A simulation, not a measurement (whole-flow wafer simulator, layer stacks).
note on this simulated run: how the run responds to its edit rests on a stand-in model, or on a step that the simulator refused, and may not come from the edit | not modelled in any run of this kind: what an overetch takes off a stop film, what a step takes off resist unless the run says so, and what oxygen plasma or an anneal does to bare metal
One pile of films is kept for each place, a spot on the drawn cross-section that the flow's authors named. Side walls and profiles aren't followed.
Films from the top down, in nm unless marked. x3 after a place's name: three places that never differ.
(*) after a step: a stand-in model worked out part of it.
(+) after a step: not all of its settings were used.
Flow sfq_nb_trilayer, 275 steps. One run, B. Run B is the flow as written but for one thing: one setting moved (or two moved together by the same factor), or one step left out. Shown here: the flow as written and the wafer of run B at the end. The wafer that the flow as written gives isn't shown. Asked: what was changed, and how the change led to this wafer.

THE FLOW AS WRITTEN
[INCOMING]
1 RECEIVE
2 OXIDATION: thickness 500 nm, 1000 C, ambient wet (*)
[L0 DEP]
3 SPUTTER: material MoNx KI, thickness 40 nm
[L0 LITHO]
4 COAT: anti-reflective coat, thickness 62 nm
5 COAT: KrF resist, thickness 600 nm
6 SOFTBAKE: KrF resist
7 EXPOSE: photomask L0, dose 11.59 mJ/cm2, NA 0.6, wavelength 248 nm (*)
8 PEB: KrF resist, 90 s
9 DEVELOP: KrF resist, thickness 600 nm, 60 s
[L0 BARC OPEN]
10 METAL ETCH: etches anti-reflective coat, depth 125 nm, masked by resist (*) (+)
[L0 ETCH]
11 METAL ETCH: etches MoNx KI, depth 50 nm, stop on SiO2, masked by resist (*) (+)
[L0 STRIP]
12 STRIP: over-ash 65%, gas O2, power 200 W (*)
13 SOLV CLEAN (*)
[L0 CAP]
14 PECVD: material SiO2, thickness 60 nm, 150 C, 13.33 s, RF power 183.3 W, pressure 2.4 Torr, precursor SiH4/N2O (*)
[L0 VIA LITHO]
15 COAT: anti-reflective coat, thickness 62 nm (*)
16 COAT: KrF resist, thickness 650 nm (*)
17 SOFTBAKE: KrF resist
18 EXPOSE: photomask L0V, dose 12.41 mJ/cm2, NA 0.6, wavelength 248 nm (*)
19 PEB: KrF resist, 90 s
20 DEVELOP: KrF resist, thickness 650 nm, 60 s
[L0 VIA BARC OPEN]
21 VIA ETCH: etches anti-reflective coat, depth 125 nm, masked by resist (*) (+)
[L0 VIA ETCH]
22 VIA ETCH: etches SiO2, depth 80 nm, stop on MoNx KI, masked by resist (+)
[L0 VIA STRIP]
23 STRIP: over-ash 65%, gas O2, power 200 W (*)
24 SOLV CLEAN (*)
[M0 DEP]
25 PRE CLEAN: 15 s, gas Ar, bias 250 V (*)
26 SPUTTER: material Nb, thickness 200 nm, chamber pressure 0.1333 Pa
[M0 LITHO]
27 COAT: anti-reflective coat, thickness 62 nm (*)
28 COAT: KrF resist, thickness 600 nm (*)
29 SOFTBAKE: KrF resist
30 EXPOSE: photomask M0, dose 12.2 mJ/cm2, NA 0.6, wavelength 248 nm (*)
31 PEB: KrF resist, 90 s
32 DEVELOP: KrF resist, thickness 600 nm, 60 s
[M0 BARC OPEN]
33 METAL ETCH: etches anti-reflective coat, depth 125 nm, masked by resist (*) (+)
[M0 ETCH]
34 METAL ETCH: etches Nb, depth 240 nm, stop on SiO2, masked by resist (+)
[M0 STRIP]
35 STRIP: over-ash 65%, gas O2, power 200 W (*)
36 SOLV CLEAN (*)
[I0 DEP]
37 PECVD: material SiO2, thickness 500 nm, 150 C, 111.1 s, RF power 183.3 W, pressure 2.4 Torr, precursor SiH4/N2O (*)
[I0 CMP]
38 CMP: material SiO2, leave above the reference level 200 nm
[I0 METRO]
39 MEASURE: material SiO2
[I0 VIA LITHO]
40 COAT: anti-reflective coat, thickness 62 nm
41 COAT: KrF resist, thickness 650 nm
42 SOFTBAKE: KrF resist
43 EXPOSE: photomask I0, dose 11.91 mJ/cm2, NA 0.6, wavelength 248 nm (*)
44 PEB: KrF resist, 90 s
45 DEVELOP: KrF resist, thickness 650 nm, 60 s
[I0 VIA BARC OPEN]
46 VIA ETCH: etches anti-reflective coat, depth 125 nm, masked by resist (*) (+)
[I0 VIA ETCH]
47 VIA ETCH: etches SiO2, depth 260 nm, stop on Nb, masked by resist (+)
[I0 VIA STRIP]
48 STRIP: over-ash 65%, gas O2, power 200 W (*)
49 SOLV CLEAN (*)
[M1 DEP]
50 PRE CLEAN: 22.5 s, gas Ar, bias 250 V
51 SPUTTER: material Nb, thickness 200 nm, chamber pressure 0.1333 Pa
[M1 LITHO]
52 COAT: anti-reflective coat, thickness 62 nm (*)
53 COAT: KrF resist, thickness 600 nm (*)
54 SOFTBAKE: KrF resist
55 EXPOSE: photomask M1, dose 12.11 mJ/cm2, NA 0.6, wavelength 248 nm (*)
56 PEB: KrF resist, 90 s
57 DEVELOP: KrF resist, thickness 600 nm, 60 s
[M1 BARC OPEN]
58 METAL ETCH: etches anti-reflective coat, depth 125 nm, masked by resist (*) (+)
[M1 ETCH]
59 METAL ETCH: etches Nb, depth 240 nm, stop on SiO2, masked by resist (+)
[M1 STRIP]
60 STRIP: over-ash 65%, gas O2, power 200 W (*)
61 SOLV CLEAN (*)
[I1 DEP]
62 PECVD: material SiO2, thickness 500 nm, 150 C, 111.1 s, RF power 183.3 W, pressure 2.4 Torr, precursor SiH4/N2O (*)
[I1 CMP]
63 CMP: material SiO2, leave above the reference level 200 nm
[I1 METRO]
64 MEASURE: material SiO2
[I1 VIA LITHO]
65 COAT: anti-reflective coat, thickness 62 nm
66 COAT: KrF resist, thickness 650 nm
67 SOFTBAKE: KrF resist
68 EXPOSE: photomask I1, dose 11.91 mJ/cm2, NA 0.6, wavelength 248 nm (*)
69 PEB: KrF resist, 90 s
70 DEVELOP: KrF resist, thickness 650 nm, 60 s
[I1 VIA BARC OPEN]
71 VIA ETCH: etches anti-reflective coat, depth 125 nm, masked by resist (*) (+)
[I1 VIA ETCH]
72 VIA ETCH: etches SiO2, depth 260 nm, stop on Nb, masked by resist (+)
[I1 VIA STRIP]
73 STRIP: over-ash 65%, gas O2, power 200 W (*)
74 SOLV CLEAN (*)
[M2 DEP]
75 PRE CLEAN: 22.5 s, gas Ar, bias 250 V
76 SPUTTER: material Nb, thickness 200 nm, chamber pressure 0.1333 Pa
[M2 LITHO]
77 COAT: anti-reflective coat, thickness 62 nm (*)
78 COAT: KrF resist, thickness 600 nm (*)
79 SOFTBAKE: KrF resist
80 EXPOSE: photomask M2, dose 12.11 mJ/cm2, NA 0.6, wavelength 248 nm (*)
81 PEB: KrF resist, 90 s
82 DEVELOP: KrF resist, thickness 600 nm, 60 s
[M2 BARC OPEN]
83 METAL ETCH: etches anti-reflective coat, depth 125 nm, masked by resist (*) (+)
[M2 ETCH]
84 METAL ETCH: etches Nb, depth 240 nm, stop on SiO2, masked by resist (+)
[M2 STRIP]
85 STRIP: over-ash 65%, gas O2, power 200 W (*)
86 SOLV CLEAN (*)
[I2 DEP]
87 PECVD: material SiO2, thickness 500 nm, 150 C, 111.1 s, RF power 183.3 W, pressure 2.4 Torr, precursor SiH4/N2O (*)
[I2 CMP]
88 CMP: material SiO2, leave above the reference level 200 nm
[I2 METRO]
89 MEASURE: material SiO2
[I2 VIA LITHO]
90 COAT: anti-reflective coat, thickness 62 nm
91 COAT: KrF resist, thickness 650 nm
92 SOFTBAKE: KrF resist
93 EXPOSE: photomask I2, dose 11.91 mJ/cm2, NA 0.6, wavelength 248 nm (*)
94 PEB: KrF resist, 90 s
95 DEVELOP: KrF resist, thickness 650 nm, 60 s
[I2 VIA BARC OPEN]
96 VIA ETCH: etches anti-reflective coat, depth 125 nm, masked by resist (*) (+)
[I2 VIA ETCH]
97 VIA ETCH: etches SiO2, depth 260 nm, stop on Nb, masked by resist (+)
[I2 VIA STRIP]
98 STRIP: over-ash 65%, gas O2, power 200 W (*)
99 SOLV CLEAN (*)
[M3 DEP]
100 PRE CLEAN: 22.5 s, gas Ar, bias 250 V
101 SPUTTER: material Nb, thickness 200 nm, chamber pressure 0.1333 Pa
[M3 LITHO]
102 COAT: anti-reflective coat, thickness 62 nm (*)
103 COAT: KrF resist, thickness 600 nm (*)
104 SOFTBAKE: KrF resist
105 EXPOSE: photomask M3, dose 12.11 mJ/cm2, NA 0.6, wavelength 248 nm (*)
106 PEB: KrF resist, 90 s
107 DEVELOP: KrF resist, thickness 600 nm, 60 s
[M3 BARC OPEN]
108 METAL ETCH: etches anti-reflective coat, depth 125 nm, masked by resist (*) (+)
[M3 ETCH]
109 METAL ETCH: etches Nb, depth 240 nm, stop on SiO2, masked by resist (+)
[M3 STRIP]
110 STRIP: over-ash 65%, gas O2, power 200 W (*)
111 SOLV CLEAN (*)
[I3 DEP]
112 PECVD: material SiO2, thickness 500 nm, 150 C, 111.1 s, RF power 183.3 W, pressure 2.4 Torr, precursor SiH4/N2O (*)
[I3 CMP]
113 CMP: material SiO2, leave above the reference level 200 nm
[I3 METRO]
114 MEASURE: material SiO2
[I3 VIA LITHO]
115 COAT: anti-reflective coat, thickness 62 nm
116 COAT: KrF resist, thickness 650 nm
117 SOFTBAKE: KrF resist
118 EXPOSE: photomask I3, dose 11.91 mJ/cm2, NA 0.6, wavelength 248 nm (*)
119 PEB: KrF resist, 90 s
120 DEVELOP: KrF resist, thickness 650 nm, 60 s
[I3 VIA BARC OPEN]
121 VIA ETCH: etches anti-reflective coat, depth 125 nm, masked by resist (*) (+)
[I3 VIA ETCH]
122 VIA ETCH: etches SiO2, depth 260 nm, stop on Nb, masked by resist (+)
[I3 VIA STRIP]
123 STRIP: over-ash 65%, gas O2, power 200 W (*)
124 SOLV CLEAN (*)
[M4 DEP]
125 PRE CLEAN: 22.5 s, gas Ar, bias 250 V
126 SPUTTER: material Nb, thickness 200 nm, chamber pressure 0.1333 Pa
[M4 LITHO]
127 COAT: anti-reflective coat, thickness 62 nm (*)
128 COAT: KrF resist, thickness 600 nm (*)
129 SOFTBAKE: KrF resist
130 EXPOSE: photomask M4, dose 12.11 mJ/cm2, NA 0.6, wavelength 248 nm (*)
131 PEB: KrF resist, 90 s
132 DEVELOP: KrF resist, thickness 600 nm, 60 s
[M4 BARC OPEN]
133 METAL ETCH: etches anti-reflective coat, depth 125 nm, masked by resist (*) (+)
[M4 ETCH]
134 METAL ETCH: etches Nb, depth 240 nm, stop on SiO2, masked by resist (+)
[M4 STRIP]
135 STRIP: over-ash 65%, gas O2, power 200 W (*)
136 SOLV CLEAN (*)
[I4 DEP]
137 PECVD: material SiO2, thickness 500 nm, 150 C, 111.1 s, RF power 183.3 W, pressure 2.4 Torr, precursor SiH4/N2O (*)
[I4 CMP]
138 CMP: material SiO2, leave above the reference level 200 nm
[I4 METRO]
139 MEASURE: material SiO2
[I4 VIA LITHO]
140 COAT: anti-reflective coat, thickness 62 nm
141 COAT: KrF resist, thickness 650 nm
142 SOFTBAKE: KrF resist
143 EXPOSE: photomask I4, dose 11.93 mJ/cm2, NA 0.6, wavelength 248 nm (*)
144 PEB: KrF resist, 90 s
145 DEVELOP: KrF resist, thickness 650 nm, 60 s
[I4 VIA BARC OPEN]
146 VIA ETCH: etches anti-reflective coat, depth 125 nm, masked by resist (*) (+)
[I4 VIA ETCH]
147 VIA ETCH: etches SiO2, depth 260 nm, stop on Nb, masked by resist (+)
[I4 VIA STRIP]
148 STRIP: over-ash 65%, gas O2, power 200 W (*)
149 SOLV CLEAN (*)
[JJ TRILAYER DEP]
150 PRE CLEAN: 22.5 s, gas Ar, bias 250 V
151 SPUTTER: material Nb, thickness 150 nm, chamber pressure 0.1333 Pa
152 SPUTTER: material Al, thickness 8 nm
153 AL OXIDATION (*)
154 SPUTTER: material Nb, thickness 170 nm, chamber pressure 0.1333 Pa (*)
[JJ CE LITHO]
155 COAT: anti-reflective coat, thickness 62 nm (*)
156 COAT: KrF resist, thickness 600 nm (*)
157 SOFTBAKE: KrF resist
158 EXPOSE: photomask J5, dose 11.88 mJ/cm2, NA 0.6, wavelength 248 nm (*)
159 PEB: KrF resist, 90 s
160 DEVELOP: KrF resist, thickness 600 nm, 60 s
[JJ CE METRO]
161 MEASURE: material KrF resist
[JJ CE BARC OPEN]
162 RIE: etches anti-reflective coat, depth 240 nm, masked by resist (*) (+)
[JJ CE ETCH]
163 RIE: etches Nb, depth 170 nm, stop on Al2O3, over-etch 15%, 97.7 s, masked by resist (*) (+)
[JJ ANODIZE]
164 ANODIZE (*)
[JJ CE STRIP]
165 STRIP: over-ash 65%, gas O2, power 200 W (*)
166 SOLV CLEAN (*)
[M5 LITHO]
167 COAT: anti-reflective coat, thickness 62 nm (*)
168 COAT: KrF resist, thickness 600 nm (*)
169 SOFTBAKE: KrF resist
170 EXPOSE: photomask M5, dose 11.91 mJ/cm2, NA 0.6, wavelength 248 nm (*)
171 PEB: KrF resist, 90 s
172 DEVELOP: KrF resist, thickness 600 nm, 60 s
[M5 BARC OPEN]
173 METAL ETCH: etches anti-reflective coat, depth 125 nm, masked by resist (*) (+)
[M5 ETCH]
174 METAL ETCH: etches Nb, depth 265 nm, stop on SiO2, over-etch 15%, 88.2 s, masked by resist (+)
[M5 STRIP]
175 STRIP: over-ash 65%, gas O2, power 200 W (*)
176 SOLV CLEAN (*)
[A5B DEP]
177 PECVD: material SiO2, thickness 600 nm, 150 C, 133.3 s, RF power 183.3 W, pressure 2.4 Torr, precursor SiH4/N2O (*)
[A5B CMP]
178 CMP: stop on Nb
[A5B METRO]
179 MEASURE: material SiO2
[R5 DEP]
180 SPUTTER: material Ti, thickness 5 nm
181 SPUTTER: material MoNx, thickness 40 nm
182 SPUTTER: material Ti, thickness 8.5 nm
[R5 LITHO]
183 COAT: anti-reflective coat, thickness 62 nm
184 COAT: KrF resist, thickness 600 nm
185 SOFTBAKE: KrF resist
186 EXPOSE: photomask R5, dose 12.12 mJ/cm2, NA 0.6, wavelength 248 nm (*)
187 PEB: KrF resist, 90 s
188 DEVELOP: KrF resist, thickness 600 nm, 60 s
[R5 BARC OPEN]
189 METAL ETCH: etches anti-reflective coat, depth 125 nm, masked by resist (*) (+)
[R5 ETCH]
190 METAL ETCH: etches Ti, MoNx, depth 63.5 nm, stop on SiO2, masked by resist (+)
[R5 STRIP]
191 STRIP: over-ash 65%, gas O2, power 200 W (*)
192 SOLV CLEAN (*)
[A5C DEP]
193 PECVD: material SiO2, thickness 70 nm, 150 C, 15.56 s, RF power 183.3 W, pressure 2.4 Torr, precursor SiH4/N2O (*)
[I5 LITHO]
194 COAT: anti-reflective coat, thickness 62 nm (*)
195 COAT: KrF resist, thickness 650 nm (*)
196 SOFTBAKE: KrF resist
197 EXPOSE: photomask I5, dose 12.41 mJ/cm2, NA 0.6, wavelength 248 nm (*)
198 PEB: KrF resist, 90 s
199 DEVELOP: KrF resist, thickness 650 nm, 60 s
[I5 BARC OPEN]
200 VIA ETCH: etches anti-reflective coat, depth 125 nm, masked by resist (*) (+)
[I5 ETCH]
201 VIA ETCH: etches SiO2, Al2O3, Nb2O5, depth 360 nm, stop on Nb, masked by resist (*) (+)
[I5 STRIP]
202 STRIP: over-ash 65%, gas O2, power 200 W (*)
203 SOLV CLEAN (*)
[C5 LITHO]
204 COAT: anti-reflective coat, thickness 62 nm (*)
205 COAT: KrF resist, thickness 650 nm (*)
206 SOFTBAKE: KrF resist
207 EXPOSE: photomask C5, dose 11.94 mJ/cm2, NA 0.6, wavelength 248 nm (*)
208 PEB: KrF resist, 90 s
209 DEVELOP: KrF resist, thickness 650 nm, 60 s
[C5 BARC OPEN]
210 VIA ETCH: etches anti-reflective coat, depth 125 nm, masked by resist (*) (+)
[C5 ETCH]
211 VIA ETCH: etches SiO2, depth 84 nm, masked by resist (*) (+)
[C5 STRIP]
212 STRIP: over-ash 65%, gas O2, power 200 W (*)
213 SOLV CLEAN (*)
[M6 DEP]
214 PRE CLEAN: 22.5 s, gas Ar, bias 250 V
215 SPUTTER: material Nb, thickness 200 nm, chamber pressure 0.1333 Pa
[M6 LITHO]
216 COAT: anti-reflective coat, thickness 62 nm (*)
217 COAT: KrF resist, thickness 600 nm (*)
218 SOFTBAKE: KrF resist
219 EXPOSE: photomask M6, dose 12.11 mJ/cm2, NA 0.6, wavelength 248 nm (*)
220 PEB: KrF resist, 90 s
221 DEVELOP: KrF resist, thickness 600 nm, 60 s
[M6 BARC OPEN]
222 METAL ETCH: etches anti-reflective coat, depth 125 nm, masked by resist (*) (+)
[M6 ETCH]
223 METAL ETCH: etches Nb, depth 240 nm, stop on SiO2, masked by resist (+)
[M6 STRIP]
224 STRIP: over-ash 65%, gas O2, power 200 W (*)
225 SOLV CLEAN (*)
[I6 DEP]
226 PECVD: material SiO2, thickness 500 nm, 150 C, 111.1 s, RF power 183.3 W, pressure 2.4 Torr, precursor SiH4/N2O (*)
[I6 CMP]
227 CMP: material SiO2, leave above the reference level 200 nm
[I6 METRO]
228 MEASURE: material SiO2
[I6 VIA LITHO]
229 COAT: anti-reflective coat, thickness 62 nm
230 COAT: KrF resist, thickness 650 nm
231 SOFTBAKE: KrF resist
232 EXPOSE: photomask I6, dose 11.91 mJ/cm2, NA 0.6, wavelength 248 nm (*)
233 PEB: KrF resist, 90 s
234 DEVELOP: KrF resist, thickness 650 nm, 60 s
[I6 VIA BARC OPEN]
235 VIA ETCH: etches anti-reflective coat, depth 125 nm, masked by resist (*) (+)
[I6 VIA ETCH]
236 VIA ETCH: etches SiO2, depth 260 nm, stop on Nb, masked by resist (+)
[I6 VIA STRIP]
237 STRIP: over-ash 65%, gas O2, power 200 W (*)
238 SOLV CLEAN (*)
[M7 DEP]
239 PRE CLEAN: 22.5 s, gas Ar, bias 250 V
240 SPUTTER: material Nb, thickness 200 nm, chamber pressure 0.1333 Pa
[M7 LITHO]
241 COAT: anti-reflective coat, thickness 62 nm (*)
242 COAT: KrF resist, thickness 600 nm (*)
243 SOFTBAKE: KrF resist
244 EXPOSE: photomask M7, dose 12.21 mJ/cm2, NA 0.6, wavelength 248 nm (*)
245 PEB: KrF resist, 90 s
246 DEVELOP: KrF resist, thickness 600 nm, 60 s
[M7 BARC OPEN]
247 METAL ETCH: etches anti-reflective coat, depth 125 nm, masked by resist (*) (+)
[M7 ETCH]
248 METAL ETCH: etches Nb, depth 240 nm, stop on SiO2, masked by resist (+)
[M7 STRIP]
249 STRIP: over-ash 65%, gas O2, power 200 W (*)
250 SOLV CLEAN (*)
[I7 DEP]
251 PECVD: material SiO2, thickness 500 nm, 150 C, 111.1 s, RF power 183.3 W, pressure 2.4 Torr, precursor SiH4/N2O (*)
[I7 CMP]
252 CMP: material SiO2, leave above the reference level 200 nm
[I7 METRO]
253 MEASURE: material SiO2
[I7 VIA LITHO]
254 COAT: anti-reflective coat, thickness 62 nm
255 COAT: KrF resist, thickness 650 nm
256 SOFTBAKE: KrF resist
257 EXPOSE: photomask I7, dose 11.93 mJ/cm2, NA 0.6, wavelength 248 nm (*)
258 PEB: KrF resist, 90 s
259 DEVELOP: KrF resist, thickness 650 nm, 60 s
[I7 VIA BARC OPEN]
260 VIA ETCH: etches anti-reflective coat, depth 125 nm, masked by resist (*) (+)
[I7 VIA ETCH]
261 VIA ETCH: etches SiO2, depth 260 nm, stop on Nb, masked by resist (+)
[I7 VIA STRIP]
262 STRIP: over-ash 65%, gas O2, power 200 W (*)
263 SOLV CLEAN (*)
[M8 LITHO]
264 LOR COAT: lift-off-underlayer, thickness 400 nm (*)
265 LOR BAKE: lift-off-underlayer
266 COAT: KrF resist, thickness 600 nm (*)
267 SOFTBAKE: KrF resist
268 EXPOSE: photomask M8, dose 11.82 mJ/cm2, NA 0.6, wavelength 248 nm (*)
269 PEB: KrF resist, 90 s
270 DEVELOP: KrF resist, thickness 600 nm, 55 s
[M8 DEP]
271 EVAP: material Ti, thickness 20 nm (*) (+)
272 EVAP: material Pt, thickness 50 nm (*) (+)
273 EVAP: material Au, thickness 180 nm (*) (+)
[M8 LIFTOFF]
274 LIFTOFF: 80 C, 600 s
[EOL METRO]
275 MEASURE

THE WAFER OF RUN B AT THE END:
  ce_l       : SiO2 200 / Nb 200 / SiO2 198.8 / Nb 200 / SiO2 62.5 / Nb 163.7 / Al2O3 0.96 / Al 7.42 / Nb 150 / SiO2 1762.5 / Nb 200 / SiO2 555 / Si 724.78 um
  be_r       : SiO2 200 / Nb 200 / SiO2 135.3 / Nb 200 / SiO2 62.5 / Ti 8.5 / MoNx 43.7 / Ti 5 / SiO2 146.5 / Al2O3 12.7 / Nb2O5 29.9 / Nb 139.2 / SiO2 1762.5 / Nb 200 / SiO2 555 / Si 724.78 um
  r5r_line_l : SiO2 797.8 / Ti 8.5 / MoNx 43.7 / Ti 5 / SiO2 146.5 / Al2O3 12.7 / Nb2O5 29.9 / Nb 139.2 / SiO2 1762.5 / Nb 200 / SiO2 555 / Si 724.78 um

The cause: step 181, SPUTTER: thickness 43.7 nm was run, where the flow has thickness 40 nm.
It can be read off the wafer: be_r has MoNx 43.7, and step 181 as written asks for 40 nm.

How the change led to this, step by step:
  181 SPUTTER: material MoNx, thickness 40 nm
      field_l, v_sur, via_wl and 103 more: MoNx +43.7 (new film) (as written it would be: MoNx +40 (new film))
  190 METAL ETCH: etches Ti, MoNx, depth 63.5 nm, stop on SiO2, masked by resist (+)
      field_l, v_sur, via_wl and 92 more: Ti -8.5 (all of it), MoNx -43.7 (all of it), Ti -5 (all of it) (as written it would be: Ti -8.5 (all of it), MoNx -40 (all of it), Ti -5 (all of it))
      ce_l, c5j, ce_r, wl_jj: Ti -8.5 (all of it), MoNx -43.7 (all of it), Ti -5 (all of it), Nb -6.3 (as written it would be: Ti -8.5 (all of it), MoNx -40 (all of it), Ti -5 (all of it), Nb -10)
  194 COAT: anti-reflective coat, thickness 62 nm (*)
      ce_l: anti-reflective coat +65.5 (new film) (as written it would be: anti-reflective coat +67.2 (new film))
      ce_r: anti-reflective coat +66.3 (new film) (as written it would be: anti-reflective coat +68.1 (new film))
  202 STRIP: over-ash 65%, gas O2, power 200 W (*)
      ce_l: KrF resist -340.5 (all of it), anti-reflective coat -65.5 (all of it) (as written it would be: KrF resist -341.5 (all of it), anti-reflective coat -67.2 (all of it))
      ce_r: KrF resist -345.6 (all of it), anti-reflective coat -66.3 (all of it) (as written it would be: KrF resist -346.1 (all of it), anti-reflective coat -68.1 (all of it))
  204 COAT: anti-reflective coat, thickness 62 nm (*)
      ce_l: anti-reflective coat +64.4 (new film) (as written it would be: anti-reflective coat +66 (new film))
      ce_r: anti-reflective coat +65.5 (new film) (as written it would be: anti-reflective coat +67.2 (new film))
      (and at 1 more place)
  212 STRIP: over-ash 65%, gas O2, power 200 W (*)
      ce_l: KrF resist -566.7 (all of it), anti-reflective coat -64.4 (all of it) (as written it would be: KrF resist -567.4 (all of it), anti-reflective coat -66 (all of it))
      ce_r: KrF resist -573.5 (all of it), anti-reflective coat -65.5 (all of it) (as written it would be: KrF resist -573.7 (all of it), anti-reflective coat -67.2 (all of it))
      (and at 1 more place)
  216 COAT: anti-reflective coat, thickness 62 nm (*)
      r5r_spacepad_l, r5r_spacepad_r: anti-reflective coat +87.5 (new film) (as written it would be: anti-reflective coat +85.7 (new film))
      ce_l: anti-reflective coat +46.9 (new film) (as written it would be: anti-reflective coat +48 (new film))
      (and at 2 more places)
  222 METAL ETCH: etches anti-reflective coat, depth 125 nm, masked by resist (*) (+)
      r5r_spacepad_l, r5r_spacepad_r: anti-reflective coat -87.5 (all of it) (as written it would be: anti-reflective coat -85.7 (all of it))
  224 STRIP: over-ash 65%, gas O2, power 200 W (*)
      ce_l: KrF resist -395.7 (all of it), anti-reflective coat -46.9 (all of it) (as written it would be: KrF resist -397.1 (all of it), anti-reflective coat -48 (all of it))
      ce_r: KrF resist -402.6 (all of it), anti-reflective coat -47.6 (all of it) (as written it would be: KrF resist -403.5 (all of it), anti-reflective coat -48.8 (all of it))
      (and at 1 more place)
  227 CMP: material SiO2, leave above the reference level 200 nm
      r5r_line_l, r5r_spacepad_l, r5r_spacepad_r, r5r_line_c, r5r_line_r: SiO2 -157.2 (as written it would be: SiO2 -153.5)
